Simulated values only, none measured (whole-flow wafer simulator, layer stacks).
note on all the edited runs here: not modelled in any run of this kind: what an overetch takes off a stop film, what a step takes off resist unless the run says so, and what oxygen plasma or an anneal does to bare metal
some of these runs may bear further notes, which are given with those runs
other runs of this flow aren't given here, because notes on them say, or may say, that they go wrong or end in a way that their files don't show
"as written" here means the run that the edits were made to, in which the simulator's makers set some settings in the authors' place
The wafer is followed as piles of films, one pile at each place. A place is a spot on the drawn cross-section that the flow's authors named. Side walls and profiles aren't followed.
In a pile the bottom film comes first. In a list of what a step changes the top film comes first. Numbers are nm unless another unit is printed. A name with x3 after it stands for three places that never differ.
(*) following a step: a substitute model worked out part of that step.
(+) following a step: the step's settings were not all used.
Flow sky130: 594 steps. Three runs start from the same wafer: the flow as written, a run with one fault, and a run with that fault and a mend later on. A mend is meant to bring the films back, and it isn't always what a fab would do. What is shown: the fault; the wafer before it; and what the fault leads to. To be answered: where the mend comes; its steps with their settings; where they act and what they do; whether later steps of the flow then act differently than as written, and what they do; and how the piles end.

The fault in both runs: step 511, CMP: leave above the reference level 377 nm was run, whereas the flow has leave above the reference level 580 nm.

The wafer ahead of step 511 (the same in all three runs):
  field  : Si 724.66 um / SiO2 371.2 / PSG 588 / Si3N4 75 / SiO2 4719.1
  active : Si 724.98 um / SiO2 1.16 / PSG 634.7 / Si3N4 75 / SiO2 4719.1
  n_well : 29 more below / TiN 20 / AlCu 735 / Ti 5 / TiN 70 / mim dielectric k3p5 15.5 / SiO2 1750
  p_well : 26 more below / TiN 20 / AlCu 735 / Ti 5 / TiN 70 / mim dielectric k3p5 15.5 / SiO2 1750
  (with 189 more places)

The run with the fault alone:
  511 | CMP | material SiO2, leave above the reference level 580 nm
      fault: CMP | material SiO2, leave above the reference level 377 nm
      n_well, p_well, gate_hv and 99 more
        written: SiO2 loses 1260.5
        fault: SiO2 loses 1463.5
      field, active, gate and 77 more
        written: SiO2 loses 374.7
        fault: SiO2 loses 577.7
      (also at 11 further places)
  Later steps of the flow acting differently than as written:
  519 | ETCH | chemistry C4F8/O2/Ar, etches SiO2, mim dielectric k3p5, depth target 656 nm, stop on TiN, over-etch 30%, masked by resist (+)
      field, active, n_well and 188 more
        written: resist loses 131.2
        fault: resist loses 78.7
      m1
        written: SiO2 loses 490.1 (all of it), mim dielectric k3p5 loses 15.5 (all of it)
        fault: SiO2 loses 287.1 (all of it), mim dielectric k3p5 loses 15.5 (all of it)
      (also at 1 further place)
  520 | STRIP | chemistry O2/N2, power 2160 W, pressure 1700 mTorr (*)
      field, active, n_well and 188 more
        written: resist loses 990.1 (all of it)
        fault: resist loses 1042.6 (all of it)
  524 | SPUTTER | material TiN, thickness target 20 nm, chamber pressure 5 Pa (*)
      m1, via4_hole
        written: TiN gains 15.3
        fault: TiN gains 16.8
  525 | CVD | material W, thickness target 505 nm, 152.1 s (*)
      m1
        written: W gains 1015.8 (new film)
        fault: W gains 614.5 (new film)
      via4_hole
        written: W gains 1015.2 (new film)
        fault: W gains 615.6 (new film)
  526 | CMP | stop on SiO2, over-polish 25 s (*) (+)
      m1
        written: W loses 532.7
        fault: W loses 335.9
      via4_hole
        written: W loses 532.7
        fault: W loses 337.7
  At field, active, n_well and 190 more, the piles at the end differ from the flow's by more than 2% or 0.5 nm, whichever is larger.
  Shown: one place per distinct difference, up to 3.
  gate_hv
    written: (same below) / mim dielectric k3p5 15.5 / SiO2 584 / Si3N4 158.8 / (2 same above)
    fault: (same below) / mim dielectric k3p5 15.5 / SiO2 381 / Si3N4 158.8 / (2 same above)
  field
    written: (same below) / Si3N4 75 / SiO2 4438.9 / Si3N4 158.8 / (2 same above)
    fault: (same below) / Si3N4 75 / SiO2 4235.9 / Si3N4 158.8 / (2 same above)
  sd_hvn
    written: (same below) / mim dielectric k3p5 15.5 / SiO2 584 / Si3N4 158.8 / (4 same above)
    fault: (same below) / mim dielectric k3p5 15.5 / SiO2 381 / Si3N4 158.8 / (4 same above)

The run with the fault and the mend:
  After step 518 comes the mend.
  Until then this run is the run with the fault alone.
  518a | STRIP | chemistry O2/N2, power 2160 W, pressure 1700 mTorr (*)
      field, active, n_well and 188 more
        resist loses 1121.3 (all of it)
  518b | HDPCVD | thickness target 203 nm (*) (a further turn of the flow's step 510, with different settings)
      field, active, n_well and 190 more
        SiO2 gains 203
  518c | HMDS | 120 C, 60 s (a further turn of the flow's step 513)
      alters no film at any place that is followed
  518d | COAT | resist, thickness 1140 nm (a further turn of the flow's step 514)
      field, active, n_well and 190 more
        resist gains 1140 (new film)
  518e | SOFTBAKE | resist (a further turn of the flow's step 515)
      alters no film at any place that is followed
  518f | EXPOSE | photomask VIM4, dose 133.8 mJ/cm2, NA 0.6, wavelength 365 nm (*) (a further turn of the flow's step 516)
      alters no film at any place that is followed
  518g | PEB | resist, 70.3 s (a further turn of the flow's step 517)
      field, active, n_well and 190 more
        resist loses 18.7
  518h | DEVELOP | resist, thickness 1140 nm, developer TMAH-0.26N, 60 s (a further turn of the flow's step 518)
      m1, via4_hole
        resist loses 1121.3 (all of it)
  Every later step of the flow that is run acts as written at every place that is followed.
  By the end, the piles equal the flow's at every place that both follow.
